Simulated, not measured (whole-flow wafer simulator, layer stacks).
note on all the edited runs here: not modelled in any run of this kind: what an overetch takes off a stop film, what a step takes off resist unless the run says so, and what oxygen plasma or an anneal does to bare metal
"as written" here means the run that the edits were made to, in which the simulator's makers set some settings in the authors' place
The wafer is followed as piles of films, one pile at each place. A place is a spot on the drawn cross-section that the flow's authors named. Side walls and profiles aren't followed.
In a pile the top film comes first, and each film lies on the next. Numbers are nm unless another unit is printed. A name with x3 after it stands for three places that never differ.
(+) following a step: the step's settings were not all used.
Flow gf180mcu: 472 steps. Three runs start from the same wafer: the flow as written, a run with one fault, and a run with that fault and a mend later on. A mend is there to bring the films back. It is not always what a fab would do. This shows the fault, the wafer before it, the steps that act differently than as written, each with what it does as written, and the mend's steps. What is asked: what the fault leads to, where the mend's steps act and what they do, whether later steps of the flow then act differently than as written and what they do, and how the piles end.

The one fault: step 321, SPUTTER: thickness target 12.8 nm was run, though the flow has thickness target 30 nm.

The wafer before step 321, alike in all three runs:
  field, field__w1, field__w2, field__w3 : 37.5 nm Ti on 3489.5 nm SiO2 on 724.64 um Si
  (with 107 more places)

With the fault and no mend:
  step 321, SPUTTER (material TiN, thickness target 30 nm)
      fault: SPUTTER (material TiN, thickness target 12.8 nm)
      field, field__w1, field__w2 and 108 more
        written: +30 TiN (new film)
        fault: +12.8 TiN (new film)
  Steps further on in the flow that do not act as written:
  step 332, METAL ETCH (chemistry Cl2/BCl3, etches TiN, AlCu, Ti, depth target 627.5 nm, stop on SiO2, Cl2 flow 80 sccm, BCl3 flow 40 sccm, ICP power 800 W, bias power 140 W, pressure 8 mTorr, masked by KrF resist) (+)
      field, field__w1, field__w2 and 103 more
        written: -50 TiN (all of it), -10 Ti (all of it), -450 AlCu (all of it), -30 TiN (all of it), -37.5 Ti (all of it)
        fault: -50 TiN (all of it), -10 Ti (all of it), -450 AlCu (all of it), -12.8 TiN (all of it), -37.5 Ti (all of it)
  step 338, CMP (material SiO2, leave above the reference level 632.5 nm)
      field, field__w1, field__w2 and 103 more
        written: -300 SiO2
        fault: -317.2 SiO2
  The piles end different from the flow's at field__w8, contact, m1, m1__w1, m1_nw by more than 2% or 0.5 nm, whichever is larger.
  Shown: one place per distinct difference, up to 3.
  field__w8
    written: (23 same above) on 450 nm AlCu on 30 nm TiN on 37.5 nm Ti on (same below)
    fault: (23 same above) on 450 nm AlCu on 12.8 nm TiN on 37.5 nm Ti on (same below)
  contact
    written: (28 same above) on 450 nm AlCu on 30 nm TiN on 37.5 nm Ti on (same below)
    fault: (28 same above) on 450 nm AlCu on 12.8 nm TiN on 37.5 nm Ti on (same below)

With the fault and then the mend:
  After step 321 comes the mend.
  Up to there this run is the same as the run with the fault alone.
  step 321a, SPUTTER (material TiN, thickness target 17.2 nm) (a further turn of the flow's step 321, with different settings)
      field, field__w1, field__w2 and 108 more
        +17.2 TiN
  None of the later steps of the flow acts differently than as written at any place that is followed.
  At every place that both follow, the piles at the end match the flow's.
